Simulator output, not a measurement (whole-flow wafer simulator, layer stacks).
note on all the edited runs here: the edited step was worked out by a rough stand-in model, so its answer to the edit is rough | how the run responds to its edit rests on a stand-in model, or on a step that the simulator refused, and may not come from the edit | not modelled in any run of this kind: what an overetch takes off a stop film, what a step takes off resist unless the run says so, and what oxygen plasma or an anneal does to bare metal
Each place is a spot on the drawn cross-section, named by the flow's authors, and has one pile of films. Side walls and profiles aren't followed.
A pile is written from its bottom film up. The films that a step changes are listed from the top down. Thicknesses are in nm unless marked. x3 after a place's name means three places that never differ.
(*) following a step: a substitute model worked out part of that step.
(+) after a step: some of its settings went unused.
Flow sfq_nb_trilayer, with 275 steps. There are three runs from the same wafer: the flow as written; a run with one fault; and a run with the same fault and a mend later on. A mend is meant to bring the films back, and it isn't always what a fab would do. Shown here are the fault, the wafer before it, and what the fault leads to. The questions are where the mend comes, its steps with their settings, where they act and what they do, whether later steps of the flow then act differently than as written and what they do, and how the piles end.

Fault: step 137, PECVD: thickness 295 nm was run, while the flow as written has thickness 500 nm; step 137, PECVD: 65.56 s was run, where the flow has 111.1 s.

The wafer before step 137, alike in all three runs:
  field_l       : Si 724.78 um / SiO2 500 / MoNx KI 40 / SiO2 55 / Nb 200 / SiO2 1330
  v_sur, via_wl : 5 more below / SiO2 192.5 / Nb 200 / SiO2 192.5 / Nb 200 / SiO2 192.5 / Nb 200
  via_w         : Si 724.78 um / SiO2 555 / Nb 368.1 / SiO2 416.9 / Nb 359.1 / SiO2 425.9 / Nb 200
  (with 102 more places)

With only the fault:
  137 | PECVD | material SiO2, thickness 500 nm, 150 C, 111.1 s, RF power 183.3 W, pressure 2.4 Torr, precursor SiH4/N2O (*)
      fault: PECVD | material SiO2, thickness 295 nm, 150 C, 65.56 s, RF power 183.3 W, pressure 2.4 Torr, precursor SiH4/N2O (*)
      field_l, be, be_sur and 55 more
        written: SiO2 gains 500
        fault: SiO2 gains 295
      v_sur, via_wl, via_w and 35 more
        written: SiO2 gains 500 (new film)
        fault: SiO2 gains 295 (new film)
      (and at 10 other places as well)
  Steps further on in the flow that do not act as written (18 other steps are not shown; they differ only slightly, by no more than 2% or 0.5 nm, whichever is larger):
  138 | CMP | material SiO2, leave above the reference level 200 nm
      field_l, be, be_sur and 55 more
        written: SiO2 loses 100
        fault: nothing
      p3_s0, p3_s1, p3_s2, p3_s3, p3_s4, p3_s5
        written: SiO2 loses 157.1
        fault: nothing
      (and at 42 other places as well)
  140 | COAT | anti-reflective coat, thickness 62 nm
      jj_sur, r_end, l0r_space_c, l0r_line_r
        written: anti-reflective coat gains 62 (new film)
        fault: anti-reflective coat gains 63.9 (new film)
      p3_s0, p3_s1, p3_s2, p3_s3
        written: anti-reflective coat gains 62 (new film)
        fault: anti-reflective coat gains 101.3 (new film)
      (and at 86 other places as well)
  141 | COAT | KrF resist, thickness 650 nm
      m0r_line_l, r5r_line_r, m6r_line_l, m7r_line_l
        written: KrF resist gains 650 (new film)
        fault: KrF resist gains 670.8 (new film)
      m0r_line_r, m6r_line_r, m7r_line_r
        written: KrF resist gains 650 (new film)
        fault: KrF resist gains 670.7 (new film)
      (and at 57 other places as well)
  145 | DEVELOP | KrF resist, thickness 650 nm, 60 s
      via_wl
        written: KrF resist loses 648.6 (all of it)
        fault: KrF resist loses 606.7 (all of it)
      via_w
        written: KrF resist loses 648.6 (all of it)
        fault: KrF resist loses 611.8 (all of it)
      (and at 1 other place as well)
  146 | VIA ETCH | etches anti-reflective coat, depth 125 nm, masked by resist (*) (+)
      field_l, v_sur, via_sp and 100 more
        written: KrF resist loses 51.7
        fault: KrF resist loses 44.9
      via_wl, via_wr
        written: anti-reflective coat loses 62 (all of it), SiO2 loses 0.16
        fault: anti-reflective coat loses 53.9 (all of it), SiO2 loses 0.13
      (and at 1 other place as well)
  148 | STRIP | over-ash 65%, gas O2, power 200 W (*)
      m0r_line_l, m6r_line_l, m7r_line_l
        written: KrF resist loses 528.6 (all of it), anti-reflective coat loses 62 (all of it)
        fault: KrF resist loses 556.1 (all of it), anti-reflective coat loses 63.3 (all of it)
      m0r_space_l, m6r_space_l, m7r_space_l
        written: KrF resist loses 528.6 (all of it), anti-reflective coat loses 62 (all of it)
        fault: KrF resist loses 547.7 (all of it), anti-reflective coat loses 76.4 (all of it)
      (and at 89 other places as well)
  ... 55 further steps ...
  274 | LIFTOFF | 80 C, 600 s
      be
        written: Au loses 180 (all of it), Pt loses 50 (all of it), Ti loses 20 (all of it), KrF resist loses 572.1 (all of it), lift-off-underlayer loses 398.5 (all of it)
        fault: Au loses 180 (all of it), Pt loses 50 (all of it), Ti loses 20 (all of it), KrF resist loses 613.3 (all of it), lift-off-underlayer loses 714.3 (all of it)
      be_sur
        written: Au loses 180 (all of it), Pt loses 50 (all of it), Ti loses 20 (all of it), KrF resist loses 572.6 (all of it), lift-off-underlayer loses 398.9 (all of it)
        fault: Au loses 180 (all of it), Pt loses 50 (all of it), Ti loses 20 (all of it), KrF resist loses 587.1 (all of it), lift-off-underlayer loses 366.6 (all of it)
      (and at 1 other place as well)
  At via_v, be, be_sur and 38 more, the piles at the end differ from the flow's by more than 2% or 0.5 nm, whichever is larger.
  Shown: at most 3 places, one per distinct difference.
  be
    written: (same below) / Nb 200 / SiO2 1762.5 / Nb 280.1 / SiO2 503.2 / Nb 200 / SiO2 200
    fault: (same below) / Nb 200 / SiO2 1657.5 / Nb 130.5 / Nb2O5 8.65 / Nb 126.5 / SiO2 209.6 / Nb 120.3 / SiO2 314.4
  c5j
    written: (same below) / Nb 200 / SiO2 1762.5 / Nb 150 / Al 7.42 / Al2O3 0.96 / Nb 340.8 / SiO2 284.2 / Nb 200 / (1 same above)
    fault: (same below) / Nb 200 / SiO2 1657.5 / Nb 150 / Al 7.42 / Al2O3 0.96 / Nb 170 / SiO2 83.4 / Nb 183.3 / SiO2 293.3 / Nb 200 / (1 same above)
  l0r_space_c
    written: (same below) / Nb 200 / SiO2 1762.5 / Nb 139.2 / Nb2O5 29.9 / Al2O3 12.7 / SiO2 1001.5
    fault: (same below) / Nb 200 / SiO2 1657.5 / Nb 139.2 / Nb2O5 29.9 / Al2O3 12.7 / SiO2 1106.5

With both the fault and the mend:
  The mend stands after step 137.
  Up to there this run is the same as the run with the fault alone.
  137a | PECVD | material SiO2, thickness 205 nm, 150 C, 45.56 s, RF power 183.3 W, pressure 2.4 Torr, precursor SiH4/N2O (*) (a further turn of the flow's step 137, with different settings)
      field_l, v_sur, via_wl and 99 more
        SiO2 gains 205
      lsp_r, l0_sur, l0v
        SiO2 gains 201.9
      via_v
        SiO2 gains 181.5
  Steps further on in the flow that do not act as written (13 other steps are not shown; they differ only slightly, by no more than 2% or 0.5 nm, whichever is larger):
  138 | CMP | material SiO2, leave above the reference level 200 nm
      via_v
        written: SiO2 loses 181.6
        mend: nothing
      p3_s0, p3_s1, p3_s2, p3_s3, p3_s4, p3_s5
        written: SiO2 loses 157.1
        mend: SiO2 loses 100
  At the end the piles are close to the flow's at the places that both follow, differing by at most 2% or 0.5 nm, whichever is larger.
